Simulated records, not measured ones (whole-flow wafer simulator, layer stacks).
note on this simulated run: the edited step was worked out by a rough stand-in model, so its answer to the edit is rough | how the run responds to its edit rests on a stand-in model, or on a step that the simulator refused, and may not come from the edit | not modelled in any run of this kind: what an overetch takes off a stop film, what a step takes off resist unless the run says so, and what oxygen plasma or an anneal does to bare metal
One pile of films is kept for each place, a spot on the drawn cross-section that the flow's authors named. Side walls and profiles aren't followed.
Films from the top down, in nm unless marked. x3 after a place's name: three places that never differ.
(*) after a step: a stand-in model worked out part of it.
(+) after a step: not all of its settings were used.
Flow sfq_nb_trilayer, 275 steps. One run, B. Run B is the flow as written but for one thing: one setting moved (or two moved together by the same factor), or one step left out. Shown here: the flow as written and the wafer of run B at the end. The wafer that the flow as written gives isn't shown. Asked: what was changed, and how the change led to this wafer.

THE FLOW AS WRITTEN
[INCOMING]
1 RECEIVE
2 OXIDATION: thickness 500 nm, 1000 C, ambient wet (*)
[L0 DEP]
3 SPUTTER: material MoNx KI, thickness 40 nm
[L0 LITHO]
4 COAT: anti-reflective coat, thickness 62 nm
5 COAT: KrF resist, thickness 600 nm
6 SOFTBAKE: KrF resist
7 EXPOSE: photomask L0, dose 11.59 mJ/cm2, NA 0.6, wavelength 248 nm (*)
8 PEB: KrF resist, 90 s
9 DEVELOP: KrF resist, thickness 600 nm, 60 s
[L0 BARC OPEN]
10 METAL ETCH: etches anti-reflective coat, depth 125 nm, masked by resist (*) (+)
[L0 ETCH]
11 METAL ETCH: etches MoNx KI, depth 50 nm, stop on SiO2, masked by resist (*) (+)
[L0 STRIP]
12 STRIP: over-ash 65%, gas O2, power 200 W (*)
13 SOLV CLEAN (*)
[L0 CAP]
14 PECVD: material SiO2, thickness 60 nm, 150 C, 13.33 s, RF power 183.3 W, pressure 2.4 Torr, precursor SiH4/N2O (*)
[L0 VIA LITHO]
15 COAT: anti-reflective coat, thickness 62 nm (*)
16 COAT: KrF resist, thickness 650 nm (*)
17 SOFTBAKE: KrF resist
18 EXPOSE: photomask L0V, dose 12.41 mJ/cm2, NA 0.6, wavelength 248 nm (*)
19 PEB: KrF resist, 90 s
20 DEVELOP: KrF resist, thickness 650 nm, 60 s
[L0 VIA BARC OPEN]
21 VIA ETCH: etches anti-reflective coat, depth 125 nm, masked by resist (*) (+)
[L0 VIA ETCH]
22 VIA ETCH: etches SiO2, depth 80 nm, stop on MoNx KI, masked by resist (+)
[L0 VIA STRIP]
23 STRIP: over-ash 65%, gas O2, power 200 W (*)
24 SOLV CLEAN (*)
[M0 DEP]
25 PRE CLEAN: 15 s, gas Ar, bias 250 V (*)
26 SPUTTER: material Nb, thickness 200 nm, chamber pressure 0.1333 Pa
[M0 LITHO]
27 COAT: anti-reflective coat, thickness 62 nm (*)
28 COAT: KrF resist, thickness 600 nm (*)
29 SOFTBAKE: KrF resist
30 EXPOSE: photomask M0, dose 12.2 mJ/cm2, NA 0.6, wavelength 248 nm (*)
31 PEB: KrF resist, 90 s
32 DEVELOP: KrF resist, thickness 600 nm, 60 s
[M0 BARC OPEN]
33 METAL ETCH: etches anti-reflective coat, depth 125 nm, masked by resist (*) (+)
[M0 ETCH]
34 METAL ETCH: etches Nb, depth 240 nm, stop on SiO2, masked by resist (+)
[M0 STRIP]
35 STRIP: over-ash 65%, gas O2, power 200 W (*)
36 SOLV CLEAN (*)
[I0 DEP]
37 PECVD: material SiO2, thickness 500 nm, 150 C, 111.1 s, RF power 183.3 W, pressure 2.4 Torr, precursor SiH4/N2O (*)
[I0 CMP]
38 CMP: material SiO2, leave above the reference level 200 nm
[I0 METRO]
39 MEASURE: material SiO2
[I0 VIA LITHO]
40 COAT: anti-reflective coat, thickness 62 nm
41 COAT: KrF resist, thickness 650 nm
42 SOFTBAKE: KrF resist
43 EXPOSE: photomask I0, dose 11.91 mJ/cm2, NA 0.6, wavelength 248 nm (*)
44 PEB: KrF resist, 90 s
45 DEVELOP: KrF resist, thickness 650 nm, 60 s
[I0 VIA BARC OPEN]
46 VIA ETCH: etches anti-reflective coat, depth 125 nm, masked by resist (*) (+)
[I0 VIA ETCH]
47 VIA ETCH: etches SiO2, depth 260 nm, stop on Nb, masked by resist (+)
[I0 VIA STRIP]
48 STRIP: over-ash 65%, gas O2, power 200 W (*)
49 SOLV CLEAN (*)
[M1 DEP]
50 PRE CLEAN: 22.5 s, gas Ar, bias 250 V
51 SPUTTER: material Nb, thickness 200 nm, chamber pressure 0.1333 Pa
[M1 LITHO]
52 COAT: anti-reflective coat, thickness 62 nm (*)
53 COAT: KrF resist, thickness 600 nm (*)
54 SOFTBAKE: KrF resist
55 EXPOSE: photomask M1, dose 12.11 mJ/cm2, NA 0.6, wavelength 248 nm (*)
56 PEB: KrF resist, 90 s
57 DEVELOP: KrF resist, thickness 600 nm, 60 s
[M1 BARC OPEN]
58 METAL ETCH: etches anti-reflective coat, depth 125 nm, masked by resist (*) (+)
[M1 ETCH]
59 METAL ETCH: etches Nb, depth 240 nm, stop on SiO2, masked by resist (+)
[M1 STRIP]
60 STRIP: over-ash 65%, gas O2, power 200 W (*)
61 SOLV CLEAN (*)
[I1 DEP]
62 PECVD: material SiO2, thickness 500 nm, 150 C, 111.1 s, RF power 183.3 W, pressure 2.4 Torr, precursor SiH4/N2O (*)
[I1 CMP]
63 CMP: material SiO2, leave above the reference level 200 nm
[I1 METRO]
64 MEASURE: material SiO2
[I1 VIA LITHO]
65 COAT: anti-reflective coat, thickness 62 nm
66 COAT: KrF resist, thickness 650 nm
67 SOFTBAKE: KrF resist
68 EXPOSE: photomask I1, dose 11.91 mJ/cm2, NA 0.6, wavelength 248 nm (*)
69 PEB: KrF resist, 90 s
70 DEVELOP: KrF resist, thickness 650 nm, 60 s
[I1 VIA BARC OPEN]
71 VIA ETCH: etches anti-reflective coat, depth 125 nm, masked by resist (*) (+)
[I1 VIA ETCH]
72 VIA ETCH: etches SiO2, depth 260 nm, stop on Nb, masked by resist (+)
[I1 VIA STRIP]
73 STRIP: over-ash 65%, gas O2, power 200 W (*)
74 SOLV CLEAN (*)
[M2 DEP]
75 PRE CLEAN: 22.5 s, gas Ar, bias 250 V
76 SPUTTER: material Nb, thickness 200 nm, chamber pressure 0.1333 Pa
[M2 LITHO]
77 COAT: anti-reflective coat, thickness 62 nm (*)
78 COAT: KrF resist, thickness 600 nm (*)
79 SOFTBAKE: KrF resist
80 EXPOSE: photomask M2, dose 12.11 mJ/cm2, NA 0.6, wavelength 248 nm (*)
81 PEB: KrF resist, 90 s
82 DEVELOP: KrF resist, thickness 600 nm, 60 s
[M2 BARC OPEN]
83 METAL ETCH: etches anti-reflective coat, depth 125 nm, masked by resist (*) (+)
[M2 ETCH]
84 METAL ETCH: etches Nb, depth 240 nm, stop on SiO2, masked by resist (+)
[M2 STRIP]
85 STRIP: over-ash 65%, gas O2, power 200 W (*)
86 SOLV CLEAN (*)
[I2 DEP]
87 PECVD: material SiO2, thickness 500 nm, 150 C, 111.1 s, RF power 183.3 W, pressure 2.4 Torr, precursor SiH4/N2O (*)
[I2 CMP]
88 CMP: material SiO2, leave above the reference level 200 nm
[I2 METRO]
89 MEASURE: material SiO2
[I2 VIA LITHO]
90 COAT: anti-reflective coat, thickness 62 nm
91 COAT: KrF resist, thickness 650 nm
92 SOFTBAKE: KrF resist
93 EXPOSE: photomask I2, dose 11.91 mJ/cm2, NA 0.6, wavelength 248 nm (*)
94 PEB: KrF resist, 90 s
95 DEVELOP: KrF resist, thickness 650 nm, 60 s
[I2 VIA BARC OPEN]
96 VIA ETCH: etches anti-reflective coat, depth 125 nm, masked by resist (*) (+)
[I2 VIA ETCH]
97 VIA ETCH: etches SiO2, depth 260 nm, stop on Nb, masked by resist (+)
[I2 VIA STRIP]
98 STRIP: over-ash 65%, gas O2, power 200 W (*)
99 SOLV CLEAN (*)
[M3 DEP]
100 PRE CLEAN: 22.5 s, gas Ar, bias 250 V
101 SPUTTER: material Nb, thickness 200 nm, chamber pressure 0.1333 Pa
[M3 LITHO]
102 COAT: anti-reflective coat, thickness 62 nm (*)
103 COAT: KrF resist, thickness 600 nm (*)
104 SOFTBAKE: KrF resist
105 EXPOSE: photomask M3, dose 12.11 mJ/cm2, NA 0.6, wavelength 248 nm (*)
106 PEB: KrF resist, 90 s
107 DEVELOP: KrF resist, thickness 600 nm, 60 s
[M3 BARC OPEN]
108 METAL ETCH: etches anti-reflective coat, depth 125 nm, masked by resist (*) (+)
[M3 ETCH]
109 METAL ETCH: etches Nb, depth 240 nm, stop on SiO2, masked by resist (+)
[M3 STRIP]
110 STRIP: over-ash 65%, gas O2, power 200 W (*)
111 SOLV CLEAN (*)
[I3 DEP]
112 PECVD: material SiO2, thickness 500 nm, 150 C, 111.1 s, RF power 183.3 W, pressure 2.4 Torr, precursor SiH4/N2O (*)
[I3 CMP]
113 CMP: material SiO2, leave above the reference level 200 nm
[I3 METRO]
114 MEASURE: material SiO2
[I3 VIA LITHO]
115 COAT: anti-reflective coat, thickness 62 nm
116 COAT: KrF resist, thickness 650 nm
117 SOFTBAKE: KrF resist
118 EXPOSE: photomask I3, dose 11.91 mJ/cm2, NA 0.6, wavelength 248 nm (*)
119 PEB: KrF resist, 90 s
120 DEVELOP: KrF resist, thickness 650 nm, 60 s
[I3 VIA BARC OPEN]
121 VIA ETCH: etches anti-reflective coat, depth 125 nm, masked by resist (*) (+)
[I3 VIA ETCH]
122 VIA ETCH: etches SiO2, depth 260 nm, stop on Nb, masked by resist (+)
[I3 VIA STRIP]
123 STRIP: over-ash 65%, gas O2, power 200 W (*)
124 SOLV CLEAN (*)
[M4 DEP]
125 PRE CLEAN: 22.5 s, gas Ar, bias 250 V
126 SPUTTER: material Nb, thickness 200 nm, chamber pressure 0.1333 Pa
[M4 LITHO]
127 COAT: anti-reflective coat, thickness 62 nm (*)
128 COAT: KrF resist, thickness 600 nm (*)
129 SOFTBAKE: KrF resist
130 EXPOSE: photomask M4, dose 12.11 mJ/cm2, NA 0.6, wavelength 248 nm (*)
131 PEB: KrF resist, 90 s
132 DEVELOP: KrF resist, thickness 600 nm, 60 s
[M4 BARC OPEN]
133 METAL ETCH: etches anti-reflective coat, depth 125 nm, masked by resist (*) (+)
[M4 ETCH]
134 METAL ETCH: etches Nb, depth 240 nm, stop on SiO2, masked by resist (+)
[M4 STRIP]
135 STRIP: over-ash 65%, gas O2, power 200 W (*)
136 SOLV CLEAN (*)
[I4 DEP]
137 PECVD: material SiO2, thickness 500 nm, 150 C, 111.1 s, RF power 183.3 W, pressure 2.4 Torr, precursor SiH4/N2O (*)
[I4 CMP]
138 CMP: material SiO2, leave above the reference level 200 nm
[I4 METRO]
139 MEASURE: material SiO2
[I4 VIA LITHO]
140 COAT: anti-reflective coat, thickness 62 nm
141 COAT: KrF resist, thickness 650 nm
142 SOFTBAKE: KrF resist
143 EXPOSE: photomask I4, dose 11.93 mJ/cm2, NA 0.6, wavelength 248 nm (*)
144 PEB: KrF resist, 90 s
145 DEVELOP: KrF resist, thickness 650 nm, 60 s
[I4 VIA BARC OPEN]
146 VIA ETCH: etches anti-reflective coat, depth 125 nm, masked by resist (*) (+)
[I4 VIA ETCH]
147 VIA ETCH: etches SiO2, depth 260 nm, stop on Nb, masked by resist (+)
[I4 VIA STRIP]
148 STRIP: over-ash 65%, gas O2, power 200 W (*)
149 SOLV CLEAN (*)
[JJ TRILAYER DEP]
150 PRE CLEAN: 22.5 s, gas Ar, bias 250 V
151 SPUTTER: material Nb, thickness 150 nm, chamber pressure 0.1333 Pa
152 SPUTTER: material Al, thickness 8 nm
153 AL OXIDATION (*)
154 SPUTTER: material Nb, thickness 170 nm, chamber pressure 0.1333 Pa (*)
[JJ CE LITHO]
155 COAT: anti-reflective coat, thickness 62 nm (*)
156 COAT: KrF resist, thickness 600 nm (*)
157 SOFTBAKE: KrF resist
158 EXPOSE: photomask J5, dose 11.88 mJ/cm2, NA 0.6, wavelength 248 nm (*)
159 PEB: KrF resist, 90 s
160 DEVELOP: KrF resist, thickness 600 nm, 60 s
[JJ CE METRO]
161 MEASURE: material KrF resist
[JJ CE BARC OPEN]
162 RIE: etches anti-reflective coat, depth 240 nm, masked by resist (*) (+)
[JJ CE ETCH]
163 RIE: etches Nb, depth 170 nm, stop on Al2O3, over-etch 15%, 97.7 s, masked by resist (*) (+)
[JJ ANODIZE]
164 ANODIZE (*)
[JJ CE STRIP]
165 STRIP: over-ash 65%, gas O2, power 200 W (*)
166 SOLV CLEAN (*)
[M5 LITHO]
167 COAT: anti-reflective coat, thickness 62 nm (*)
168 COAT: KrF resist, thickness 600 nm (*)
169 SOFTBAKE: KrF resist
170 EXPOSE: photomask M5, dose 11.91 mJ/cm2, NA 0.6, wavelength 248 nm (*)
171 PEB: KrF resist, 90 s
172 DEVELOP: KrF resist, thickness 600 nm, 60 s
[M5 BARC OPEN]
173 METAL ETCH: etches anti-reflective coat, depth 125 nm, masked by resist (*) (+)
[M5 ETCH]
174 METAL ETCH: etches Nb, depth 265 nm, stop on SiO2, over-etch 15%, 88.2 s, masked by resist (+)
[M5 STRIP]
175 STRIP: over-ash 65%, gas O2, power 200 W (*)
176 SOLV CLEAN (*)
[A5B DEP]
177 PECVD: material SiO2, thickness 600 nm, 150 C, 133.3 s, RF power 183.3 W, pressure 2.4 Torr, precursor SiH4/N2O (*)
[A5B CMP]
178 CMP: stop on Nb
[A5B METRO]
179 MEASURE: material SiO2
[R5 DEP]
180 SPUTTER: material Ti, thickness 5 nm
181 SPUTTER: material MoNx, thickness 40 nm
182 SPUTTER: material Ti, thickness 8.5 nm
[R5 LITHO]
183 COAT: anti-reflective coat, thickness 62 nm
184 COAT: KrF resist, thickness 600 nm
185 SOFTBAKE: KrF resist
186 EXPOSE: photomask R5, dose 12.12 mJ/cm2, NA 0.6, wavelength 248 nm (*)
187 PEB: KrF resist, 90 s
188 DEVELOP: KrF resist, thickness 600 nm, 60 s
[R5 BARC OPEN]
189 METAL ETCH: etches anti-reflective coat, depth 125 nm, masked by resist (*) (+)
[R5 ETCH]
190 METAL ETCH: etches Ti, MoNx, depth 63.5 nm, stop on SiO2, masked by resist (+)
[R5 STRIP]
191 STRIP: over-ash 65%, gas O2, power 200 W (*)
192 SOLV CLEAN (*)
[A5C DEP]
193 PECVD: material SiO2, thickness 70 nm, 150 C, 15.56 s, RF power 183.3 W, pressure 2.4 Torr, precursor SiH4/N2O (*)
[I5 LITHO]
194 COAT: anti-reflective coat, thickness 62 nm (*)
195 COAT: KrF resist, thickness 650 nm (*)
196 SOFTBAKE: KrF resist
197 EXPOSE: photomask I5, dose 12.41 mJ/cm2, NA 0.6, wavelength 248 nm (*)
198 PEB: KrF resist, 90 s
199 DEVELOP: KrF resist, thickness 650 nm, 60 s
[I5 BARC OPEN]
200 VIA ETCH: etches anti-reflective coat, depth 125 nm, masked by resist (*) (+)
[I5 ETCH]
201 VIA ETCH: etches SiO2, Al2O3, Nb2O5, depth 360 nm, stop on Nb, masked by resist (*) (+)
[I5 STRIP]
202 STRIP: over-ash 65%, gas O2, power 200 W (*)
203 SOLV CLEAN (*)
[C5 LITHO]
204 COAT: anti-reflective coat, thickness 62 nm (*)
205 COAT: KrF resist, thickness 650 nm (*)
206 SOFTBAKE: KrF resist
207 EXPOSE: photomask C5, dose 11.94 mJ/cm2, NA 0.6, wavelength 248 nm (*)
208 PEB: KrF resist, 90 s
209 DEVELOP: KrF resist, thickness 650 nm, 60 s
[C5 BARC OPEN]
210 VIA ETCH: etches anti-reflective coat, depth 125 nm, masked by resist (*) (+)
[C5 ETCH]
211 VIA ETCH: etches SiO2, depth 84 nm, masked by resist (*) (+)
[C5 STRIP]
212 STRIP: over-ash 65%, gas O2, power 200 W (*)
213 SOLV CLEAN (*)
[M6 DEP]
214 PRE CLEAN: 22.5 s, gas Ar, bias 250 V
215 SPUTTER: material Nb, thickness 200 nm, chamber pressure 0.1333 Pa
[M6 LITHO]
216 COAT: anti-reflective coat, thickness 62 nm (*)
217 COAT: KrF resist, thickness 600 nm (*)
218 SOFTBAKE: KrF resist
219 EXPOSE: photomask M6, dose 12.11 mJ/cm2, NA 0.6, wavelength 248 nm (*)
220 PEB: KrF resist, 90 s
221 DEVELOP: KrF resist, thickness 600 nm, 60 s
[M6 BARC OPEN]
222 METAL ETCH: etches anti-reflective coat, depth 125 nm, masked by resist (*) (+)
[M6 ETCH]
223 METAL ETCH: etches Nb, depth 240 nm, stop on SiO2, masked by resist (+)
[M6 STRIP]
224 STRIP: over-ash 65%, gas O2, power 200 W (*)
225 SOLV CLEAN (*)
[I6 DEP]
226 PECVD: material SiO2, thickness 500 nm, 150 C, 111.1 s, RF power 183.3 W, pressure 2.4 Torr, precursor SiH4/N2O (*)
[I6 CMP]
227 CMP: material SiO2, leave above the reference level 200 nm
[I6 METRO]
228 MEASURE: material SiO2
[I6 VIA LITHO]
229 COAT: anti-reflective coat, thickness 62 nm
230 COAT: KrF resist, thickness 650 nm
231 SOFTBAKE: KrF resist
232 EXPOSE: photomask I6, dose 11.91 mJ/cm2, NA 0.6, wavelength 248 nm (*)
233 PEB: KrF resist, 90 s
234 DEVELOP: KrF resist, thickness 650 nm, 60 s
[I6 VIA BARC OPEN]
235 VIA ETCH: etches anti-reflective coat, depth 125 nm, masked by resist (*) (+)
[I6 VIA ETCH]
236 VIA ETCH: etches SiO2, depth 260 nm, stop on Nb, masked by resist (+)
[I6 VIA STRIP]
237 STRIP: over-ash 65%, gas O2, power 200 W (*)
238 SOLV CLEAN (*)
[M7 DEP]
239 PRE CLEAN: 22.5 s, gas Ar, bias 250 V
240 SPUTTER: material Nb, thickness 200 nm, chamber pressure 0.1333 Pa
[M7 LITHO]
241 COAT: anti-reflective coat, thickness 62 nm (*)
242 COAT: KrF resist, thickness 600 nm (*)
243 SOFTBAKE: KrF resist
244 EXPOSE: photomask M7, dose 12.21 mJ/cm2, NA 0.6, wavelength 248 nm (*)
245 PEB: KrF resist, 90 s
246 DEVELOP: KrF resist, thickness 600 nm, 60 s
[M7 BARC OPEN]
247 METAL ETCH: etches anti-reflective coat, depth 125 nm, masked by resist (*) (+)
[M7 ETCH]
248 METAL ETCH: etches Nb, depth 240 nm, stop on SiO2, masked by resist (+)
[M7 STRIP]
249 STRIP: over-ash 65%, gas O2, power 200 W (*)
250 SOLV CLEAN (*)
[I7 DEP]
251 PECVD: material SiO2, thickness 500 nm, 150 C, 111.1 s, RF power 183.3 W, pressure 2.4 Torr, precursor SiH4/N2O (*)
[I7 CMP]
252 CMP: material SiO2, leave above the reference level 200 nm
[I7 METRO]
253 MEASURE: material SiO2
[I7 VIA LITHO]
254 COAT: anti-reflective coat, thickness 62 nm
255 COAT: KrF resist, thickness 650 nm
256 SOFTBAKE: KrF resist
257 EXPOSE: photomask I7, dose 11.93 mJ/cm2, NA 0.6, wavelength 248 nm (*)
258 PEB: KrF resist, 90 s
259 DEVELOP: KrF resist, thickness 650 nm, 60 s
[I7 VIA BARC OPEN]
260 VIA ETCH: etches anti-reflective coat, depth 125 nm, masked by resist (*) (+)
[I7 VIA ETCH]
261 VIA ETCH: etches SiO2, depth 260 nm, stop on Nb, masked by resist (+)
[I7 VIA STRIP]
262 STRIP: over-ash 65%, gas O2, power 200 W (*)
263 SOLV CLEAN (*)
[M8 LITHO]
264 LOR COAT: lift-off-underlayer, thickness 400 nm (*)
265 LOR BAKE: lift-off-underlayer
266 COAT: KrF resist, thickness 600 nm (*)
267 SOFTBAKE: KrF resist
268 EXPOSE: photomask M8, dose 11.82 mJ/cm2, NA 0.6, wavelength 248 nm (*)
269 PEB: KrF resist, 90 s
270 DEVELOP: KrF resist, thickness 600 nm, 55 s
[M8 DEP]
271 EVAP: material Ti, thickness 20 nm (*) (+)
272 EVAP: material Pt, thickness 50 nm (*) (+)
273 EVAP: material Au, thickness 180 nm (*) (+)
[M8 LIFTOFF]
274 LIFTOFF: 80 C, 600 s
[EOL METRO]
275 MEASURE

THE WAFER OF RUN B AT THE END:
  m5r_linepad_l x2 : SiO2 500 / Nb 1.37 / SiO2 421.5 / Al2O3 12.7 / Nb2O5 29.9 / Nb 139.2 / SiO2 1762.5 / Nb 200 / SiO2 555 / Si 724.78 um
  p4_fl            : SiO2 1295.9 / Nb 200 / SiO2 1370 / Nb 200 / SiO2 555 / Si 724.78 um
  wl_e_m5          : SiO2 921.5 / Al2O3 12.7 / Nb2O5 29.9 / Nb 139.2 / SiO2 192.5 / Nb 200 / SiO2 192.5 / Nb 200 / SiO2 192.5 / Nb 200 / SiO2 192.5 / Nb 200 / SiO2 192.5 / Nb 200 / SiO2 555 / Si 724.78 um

The cause: step 226, PECVD: thickness 220 nm was run, where the flow has thickness 500 nm; step 226, PECVD: 48.89 s was run, where the flow has 111.1 s.

How the change led to this, step by step:
  226 PECVD: material SiO2, thickness 500 nm, 150 C, 111.1 s, RF power 183.3 W, pressure 2.4 Torr, precursor SiH4/N2O (*)
      field_l, p4_fl, p4_fm and 62 more: SiO2 +220 (as written it would be: SiO2 +500)
      v_sur, via_wl, via_w and 21 more: SiO2 +220 (new film) (as written it would be: SiO2 +500 (new film))
      (and at 17 more places)
  227 CMP: material SiO2, leave above the reference level 200 nm
      field_l, p4_fl, p4_fm and 59 more: nothing (as written it would be: SiO2 -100)
      moat, field_r, lsp_l, ln_m5, lsp_m: nothing (as written it would be: SiO2 -93.6)
      (and at 39 more places)
  229 COAT: anti-reflective coat, thickness 62 nm
      p3_l2, p3_l3, p3_l5, p3_l6, wl_d_sl: anti-reflective coat +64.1 (new film) (as written it would be: anti-reflective coat +62 (new film))
      p3_s1, p3_s3, p3_l4, p3_s4: anti-reflective coat +64 (new film) (as written it would be: anti-reflective coat +62 (new film))
      (and at 84 more places)
  230 COAT: KrF resist, thickness 650 nm
      lsp_m, m0r_space_l, m0r_space_r, m7r_space_l, m7r_space_r: KrF resist +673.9 (new film) (as written it would be: KrF resist +650 (new film))
      m0r_line_l, m0r_line_r, m7r_line_l, m7r_line_r: KrF resist +684.6 (new film) (as written it would be: KrF resist +650 (new film))
      (and at 74 more places)
  234 DEVELOP: KrF resist, thickness 650 nm, 60 s
      via_v: KrF resist -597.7 (all of it) (as written it would be: KrF resist -648.6 (all of it))
  235 VIA ETCH: etches anti-reflective coat, depth 125 nm, masked by resist (*) (+)
      field_l, v_sur, via_wl and 102 more: KrF resist -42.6 (as written it would be: KrF resist -51.7)
      via_v: anti-reflective coat -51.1 (all of it), SiO2 -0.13 (as written it would be: anti-reflective coat -62 (all of it), SiO2 -0.16)
  237 STRIP: over-ash 65%, gas O2, power 200 W (*)
      m0r_line_l, m0r_line_r, m7r_line_l, m7r_line_r: KrF resist -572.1 (all of it), anti-reflective coat -61.8 (all of it) (as written it would be: KrF resist -528.6 (all of it), anti-reflective coat -62 (all of it))
      m0r_space_l, m0r_space_r, m7r_space_l, m7r_space_r: KrF resist -561.5 (all of it), anti-reflective coat -81.3 (all of it) (as written it would be: KrF resist -528.6 (all of it), anti-reflective coat -62 (all of it))
      (and at 94 more places)
  240 SPUTTER: material Nb, thickness 200 nm, chamber pressure 0.1333 Pa
      lsp_r, l0_sur, l0v: Nb +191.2 (new film) (as written it would be: Nb +200 (new film))
      be: Nb +130.2 (new film) (as written it would be: Nb +200 (new film))
      (and at 4 more places)
  241 COAT: anti-reflective coat, thickness 62 nm (*)
      p3_l2, p3_s2, p3_l6, wl_d_sl: anti-reflective coat +64.1 (new film) (as written it would be: anti-reflective coat +62 (new film))
      p3_l3, p3_s3, p3_s4, p3_l5: anti-reflective coat +64 (new film) (as written it would be: anti-reflective coat +62 (new film))
      (and at 86 more places)
  242 COAT: KrF resist, thickness 600 nm (*)
      p4_fl, wl_e_sl: KrF resist +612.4 (new film) (as written it would be: KrF resist +600 (new film))
      wl_c_sl, wl_f_sl: KrF resist +620.8 (new film) (as written it would be: KrF resist +600 (new film))
      (and at 83 more places)
  246 DEVELOP: KrF resist, thickness 600 nm, 60 s
      p4_fl, wl_e_sl: KrF resist -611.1 (all of it) (as written it would be: KrF resist -598.7 (all of it))
      m0r_space_l, m7r_space_l: KrF resist -623.1 (all of it) (as written it would be: KrF resist -598.7 (all of it))
      (and at 42 more places)
  247 METAL ETCH: etches anti-reflective coat, depth 125 nm, masked by resist (*) (+)
      m5r_linepad_l x2, r5r_spacepad_l, r5r_spacepad_r, m8r_pad_l, m8r_pad_r: anti-reflective coat -125 (as written it would be: anti-reflective coat -62 (all of it))
      v_sur, via_wl, via_w and 38 more: KrF resist -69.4 (as written it would be: KrF resist -51.7)
      (and at 49 more places)
  248 METAL ETCH: etches Nb, depth 240 nm, stop on SiO2, masked by resist (+)
      m5r_linepad_l x2: anti-reflective coat -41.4 (all of it), Nb -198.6 (as written it would be: Nb -200 (all of it))
      r5r_spacepad_l, r5r_spacepad_r: anti-reflective coat -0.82 (all of it), Nb -200 (all of it) (as written it would be: Nb -200 (all of it))
      (and at 4 more places)
  249 STRIP: over-ash 65%, gas O2, power 200 W (*)
      v_sur: KrF resist -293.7 (all of it), anti-reflective coat -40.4 (all of it) (as written it would be: KrF resist -379.9 (all of it), anti-reflective coat -61.4 (all of it))
      via_wl: KrF resist -297.4 (all of it), anti-reflective coat -49.1 (all of it) (as written it would be: KrF resist -379.3 (all of it), anti-reflective coat -61.3 (all of it))
      (and at 39 more places)
  251 PECVD: material SiO2, thickness 500 nm, 150 C, 111.1 s, RF power 183.3 W, pressure 2.4 Torr, precursor SiH4/N2O (*)
      m5r_linepad_l x2: SiO2 +500 (new film) (as written it would be: SiO2 +500)
      wl_c_sl, m6r_space_l x2: SiO2 +537.1 (as written it would be: SiO2 +500)
      (and at 4 more places)
  252 CMP: material SiO2, leave above the reference level 200 nm
      field_l, p4_fl, p4_fm and 53 more: nothing (as written it would be: SiO2 -100)
      field_r, lsp_l: nothing (as written it would be: SiO2 -77.7)
      (and at 23 more places)
  ... 8 more steps ...
  274 LIFTOFF: 80 C, 600 s
      m0r_line_l, m0r_line_r: Au -180 (all of it), Pt -50 (all of it), Ti -20 (all of it), KrF resist -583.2 (all of it), lift-off-underlayer -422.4 (all of it) (as written it would be: Au -180 (all of it), Pt -50 (all of it), Ti -20 (all of it), KrF resist -576.2 (all of it), lift-off-underlayer -400 (all of it))
      m0r_space_l, m0r_space_r: Au -180 (all of it), Pt -50 (all of it), Ti -20 (all of it), KrF resist -578 (all of it), lift-off-underlayer -428.8 (all of it) (as written it would be: Au -180 (all of it), Pt -50 (all of it), Ti -20 (all of it), KrF resist -576.2 (all of it), lift-off-underlayer -400 (all of it))
      (and at 52 more places)
Counting metal films that touch as one body, m5r_linepad_l x2 has 3 bodies (between them, from the top down: SiO2 421.5 / Al2O3 12.7 / Nb2O5 29.9; SiO2 1762.5); the flow as written gives 2 bodies (between them, from the top down: SiO2 1762.5).
